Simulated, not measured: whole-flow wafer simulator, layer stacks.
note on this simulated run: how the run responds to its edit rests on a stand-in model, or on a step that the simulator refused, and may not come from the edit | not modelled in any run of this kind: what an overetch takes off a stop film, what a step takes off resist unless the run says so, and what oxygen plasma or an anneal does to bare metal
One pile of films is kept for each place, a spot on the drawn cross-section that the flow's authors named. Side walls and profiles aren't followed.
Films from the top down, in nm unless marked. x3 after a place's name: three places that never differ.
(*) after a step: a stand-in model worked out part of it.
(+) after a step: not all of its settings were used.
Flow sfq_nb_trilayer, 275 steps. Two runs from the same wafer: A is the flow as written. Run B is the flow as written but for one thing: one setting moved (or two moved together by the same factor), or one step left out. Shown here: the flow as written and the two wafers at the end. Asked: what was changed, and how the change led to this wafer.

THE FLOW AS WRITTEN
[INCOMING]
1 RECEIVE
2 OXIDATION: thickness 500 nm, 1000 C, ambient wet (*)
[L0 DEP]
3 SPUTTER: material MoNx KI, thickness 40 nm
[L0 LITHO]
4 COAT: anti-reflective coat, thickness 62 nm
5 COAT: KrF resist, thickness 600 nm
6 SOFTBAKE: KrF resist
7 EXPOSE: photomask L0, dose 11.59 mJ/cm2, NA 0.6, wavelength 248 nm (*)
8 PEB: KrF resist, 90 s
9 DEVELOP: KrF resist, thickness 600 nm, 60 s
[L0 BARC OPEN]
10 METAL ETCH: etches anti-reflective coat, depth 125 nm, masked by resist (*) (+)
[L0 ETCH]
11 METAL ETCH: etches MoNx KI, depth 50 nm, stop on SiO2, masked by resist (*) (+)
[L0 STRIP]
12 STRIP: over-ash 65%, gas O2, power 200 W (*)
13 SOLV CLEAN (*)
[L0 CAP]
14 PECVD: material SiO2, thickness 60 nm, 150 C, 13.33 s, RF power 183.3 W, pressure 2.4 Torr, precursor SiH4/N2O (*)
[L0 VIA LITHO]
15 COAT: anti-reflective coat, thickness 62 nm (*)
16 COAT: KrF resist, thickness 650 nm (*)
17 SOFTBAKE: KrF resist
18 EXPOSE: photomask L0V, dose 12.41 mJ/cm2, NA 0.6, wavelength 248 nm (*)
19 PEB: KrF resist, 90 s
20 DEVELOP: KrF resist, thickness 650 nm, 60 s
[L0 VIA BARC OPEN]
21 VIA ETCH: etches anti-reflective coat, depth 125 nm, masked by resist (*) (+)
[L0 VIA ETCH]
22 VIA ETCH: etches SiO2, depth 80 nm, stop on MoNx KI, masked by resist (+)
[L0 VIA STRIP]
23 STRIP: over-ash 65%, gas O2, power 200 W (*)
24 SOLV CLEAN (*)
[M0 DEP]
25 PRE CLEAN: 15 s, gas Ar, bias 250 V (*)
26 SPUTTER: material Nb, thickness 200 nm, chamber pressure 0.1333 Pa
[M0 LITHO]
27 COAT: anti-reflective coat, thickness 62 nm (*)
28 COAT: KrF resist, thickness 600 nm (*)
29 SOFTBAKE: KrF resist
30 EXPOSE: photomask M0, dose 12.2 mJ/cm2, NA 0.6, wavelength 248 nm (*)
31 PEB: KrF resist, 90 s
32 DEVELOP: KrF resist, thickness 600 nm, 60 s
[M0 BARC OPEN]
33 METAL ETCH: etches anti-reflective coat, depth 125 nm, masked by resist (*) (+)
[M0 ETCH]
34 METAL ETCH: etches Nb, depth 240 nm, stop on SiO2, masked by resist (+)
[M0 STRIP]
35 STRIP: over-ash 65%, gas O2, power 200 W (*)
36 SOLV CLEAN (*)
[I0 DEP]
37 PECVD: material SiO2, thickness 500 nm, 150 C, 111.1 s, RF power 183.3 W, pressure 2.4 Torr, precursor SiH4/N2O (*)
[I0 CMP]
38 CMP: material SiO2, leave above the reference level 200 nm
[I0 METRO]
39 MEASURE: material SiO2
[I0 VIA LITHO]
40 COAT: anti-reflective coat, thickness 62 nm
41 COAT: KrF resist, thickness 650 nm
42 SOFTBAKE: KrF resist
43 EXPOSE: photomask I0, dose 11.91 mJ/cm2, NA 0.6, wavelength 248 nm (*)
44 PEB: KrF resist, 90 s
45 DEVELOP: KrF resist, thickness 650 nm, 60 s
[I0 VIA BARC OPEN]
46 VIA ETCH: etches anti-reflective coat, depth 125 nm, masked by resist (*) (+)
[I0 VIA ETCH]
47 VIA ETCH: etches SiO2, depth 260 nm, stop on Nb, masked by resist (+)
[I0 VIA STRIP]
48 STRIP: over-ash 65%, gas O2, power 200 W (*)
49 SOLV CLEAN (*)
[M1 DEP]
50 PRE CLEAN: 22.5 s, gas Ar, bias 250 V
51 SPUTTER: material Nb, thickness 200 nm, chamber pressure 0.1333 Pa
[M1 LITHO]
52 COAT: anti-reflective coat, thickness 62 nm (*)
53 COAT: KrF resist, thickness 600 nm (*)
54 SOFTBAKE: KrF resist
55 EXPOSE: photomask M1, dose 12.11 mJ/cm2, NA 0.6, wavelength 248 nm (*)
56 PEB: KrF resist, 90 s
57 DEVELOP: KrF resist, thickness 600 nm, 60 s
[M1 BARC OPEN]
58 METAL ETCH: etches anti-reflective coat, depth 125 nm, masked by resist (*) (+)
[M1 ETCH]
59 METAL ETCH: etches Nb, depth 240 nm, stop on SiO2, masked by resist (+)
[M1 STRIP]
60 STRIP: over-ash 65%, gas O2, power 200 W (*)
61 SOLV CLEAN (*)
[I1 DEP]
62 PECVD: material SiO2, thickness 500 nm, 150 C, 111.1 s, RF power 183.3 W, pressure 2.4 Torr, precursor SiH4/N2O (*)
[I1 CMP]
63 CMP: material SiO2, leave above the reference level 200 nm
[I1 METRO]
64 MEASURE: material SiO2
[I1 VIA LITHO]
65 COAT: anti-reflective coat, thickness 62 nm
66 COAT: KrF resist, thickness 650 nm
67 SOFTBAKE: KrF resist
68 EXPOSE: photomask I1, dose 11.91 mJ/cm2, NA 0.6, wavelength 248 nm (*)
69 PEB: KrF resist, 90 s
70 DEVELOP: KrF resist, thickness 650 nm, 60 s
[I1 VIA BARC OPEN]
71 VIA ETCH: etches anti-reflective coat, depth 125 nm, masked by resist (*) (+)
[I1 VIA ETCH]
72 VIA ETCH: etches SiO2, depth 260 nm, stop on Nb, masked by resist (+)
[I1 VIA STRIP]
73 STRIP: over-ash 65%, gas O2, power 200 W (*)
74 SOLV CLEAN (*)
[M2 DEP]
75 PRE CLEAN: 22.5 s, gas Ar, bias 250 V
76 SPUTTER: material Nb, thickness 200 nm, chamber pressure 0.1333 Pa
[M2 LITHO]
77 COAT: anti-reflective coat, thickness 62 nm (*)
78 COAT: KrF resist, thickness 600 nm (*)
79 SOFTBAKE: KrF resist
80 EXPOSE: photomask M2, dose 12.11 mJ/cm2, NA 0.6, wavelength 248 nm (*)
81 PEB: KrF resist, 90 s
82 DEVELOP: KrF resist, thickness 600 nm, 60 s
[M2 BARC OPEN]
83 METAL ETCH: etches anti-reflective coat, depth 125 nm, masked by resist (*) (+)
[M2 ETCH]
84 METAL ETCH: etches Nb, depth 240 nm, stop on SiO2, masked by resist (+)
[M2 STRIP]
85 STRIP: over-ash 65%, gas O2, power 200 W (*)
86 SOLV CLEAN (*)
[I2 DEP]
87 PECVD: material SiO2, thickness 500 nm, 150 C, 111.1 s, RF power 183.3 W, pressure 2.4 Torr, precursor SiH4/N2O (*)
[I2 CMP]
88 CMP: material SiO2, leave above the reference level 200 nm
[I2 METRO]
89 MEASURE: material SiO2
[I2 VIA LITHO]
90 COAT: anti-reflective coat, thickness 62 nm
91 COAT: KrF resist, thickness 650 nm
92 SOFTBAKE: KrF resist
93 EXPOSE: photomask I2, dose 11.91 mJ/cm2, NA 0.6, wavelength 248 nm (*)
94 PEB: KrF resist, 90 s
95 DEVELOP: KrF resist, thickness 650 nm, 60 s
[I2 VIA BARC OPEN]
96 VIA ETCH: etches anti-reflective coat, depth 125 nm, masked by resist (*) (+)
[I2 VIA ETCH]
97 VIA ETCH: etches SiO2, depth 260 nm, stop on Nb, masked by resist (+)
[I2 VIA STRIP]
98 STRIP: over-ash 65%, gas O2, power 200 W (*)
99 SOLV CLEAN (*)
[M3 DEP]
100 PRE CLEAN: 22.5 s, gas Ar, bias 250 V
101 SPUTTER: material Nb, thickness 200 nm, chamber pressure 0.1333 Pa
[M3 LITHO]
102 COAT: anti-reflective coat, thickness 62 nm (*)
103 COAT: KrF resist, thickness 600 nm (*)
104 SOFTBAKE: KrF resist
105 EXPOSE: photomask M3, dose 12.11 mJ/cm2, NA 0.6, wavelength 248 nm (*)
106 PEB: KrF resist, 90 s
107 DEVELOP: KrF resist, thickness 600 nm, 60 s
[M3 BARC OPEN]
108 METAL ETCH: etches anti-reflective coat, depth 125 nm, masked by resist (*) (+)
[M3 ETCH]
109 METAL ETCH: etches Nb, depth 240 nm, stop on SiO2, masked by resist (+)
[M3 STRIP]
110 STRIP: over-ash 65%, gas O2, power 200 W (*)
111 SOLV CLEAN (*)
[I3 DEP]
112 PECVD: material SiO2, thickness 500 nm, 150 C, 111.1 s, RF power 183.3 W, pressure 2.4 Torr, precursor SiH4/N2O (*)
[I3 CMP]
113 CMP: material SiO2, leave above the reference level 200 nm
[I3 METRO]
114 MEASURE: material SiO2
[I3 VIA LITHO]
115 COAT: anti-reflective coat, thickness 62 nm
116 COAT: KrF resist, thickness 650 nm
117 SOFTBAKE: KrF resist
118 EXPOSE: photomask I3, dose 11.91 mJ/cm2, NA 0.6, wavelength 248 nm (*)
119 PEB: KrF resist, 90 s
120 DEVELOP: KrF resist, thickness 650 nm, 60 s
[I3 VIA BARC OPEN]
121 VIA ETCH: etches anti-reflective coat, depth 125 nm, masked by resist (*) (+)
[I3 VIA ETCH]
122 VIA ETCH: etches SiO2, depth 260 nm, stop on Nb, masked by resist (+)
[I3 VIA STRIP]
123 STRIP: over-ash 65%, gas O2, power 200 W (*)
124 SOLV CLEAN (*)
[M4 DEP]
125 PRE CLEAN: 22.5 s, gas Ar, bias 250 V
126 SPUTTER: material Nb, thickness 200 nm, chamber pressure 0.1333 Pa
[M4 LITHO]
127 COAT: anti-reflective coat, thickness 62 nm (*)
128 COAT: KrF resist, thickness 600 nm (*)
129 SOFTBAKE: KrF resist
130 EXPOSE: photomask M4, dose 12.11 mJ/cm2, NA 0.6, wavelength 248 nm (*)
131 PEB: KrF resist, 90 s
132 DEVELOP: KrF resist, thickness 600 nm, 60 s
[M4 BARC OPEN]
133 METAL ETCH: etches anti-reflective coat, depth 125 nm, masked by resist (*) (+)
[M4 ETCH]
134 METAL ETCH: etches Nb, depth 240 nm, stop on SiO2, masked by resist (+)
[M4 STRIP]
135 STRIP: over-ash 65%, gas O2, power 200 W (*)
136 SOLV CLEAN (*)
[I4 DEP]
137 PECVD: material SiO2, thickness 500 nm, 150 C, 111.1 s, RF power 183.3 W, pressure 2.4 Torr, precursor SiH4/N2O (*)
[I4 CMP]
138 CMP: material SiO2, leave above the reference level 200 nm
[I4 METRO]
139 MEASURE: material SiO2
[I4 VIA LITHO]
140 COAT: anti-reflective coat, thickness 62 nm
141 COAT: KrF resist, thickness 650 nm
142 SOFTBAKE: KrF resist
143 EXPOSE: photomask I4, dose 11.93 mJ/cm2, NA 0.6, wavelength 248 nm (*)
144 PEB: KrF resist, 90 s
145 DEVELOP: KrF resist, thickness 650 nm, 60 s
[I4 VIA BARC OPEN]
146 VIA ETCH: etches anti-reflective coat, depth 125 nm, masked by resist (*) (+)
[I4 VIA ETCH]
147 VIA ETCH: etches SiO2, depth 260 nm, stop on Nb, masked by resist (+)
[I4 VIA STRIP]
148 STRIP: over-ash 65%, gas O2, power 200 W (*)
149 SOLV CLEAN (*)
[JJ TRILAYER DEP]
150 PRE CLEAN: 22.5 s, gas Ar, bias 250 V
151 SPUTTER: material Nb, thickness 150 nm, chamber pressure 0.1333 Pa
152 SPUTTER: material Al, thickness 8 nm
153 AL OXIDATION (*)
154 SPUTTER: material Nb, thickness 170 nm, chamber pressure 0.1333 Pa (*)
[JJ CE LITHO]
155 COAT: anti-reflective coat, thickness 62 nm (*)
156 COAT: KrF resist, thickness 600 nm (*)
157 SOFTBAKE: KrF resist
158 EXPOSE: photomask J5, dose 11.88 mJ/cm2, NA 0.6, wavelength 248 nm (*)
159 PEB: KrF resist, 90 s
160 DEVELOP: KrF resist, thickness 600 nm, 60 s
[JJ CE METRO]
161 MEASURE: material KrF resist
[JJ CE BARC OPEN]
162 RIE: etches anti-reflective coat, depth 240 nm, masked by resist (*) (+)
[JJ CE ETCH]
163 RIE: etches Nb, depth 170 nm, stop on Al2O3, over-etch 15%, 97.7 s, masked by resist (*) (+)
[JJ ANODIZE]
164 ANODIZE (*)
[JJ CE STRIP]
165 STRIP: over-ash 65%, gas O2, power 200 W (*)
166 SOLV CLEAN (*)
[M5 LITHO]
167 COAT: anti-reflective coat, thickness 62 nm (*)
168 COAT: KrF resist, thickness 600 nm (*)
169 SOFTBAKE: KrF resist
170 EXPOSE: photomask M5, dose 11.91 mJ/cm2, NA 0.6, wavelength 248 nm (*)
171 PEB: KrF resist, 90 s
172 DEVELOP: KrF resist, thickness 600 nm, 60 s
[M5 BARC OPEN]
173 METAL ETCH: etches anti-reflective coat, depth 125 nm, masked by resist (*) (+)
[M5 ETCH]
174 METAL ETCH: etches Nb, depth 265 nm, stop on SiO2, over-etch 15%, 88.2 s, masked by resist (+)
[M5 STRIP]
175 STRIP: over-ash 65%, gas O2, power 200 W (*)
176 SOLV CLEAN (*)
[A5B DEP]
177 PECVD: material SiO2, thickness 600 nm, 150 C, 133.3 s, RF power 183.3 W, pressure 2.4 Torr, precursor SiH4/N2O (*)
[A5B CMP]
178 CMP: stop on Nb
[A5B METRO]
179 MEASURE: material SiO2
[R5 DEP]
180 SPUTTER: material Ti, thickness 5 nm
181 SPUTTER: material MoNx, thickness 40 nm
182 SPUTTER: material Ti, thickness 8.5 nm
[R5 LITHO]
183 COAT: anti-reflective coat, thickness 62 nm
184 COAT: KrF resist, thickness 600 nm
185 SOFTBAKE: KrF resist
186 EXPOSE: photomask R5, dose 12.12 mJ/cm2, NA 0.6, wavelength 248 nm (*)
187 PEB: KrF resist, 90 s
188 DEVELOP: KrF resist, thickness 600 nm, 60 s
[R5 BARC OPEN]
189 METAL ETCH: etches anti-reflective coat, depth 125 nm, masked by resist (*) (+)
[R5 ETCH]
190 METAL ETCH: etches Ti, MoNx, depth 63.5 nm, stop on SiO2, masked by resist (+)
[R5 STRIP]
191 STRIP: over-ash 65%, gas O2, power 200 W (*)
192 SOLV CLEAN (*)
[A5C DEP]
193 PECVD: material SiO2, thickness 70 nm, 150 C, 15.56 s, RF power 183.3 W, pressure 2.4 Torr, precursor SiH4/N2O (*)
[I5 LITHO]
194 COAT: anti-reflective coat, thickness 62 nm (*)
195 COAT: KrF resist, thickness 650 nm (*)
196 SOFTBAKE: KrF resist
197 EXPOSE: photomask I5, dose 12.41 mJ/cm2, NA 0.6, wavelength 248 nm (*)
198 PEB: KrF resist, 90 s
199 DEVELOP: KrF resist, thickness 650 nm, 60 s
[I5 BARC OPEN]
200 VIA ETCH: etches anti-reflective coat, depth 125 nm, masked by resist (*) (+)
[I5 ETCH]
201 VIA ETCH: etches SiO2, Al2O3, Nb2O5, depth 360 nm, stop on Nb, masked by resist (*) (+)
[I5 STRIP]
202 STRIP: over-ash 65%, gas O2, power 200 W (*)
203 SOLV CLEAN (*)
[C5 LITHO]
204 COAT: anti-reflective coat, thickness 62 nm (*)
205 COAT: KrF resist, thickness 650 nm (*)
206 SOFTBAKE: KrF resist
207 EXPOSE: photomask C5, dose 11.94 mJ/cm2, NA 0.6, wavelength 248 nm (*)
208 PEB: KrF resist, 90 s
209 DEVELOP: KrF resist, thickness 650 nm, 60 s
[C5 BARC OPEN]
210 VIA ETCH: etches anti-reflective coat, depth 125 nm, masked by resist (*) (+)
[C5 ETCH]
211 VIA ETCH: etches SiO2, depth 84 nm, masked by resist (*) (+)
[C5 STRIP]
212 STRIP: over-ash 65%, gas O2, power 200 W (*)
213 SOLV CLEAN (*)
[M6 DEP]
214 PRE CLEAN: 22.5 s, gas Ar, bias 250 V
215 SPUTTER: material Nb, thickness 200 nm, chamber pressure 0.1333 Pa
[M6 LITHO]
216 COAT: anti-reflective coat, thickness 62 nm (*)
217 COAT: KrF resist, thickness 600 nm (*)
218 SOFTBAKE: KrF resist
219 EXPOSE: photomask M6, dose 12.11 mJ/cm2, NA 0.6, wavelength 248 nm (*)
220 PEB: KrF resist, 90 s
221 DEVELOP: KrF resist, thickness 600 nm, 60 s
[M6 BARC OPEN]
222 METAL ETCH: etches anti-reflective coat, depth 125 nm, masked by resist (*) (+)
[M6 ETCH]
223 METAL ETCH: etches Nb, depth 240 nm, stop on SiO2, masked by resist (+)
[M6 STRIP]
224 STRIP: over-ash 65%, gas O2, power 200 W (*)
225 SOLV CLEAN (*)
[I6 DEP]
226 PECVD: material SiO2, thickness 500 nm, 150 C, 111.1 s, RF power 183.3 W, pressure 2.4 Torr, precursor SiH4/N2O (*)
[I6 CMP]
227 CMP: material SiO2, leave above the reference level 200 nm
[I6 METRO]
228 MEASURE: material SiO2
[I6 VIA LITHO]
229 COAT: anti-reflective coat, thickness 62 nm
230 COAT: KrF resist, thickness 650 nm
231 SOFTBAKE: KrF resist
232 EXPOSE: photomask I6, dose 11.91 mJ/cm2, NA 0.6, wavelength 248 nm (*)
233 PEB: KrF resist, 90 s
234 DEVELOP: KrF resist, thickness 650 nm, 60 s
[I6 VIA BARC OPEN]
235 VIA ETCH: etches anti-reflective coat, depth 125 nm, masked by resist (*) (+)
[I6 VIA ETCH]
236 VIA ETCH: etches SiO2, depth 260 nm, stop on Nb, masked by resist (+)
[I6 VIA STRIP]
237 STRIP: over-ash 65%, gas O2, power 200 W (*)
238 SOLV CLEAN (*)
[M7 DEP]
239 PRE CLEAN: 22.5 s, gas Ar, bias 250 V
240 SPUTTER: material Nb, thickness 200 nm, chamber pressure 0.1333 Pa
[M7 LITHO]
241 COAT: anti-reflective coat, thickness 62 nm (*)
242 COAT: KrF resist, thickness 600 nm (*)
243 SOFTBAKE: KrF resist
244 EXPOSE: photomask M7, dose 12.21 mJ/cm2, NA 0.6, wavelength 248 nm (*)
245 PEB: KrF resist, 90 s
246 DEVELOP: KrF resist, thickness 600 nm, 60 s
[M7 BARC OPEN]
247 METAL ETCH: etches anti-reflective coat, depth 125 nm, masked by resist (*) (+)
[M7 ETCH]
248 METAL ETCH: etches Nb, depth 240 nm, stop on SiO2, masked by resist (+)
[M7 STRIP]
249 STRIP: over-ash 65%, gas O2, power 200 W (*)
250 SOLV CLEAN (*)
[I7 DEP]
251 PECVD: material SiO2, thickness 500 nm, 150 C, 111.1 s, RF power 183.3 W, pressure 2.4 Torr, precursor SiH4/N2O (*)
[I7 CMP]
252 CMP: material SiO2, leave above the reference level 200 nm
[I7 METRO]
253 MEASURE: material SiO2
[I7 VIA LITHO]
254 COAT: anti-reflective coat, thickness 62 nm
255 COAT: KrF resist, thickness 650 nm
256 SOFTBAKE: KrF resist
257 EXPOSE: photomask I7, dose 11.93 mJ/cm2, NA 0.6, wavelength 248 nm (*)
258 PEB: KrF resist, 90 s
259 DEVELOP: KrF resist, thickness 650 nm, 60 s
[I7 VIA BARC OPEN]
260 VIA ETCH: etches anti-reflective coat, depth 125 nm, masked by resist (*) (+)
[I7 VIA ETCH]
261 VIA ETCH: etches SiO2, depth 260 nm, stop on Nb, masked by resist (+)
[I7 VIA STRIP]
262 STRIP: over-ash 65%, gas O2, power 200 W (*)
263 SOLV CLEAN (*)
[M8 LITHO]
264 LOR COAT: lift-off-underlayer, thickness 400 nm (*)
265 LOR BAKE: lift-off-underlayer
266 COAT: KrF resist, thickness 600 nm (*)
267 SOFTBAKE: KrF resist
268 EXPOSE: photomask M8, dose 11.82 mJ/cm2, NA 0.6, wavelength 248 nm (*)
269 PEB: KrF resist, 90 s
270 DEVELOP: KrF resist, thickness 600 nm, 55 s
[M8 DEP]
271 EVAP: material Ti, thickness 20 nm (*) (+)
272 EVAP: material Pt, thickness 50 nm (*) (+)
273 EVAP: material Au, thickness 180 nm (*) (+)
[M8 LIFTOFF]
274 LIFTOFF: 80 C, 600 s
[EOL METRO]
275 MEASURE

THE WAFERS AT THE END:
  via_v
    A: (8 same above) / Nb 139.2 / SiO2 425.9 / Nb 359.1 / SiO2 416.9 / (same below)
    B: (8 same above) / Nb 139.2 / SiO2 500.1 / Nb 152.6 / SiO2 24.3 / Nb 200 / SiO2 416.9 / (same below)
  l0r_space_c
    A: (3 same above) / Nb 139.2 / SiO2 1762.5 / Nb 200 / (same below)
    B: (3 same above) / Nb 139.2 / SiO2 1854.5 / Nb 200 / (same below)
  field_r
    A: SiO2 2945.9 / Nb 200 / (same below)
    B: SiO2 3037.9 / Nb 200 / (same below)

The cause: step 113, CMP: leave above the reference level 292 nm was run, where the flow has leave above the reference level 200 nm.

How the change led to this, step by step:
  113 CMP: material SiO2, leave above the reference level 200 nm
      field_l, be, be_sur and 64 more: A SiO2 -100 | B SiO2 -8
      v_sur, via_wl, via_wr and 27 more: A SiO2 -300 | B SiO2 -208
      (and at 9 more places)
  122 VIA ETCH: etches SiO2, depth 260 nm, stop on Nb, masked by resist (+)
      via_v: A SiO2 -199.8 (all of it) | B SiO2 -260
  125 PRE CLEAN: 22.5 s, gas Ar, bias 250 V
      via_v: A Nb -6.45 | B SiO2 -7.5
  126 SPUTTER: material Nb, thickness 200 nm, chamber pressure 0.1333 Pa
      via_v: A Nb +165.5 | B Nb +152.6 (new film)
  127 COAT: anti-reflective coat, thickness 62 nm (*)
      via_sp: A anti-reflective coat +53 (new film) | B anti-reflective coat +50.1 (new film)
      via_v: A anti-reflective coat +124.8 (new film) | B anti-reflective coat +128.6 (new film)
      (and at 1 more place)
  128 COAT: KrF resist, thickness 600 nm (*)
      via_v: A KrF resist +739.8 (new film) | B KrF resist +797.5 (new film)
  135 STRIP: over-ash 65%, gas O2, power 200 W (*)
      via_sp: A KrF resist -373.9 (all of it), anti-reflective coat -53 (all of it) | B KrF resist -369.8 (all of it), anti-reflective coat -50.1 (all of it)
      via_v: A KrF resist -521.8 (all of it), anti-reflective coat -124.8 (all of it) | B KrF resist -579.3 (all of it), anti-reflective coat -128.6 (all of it)
      (and at 1 more place)
  137 PECVD: material SiO2, thickness 500 nm, 150 C, 111.1 s, RF power 183.3 W, pressure 2.4 Torr, precursor SiH4/N2O (*)
      via_v: A SiO2 +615 (new film) | B SiO2 +664.6 (new film)
  138 CMP: material SiO2, leave above the reference level 200 nm
      via_v: A SiO2 -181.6 | B SiO2 -157.1
Counting metal films that touch as one body, via_v has 7 bodies (between them, from the top down: SiO2 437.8; SiO2 209 / Al2O3 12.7 / Nb2O5 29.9; SiO2 500.1; SiO2 24.3; SiO2 416.9; SiO2 192.5); the flow as written gives 6 bodies (between them, from the top down: SiO2 437.8; SiO2 209 / Al2O3 12.7 / Nb2O5 29.9; SiO2 425.9; SiO2 416.9; SiO2 192.5).
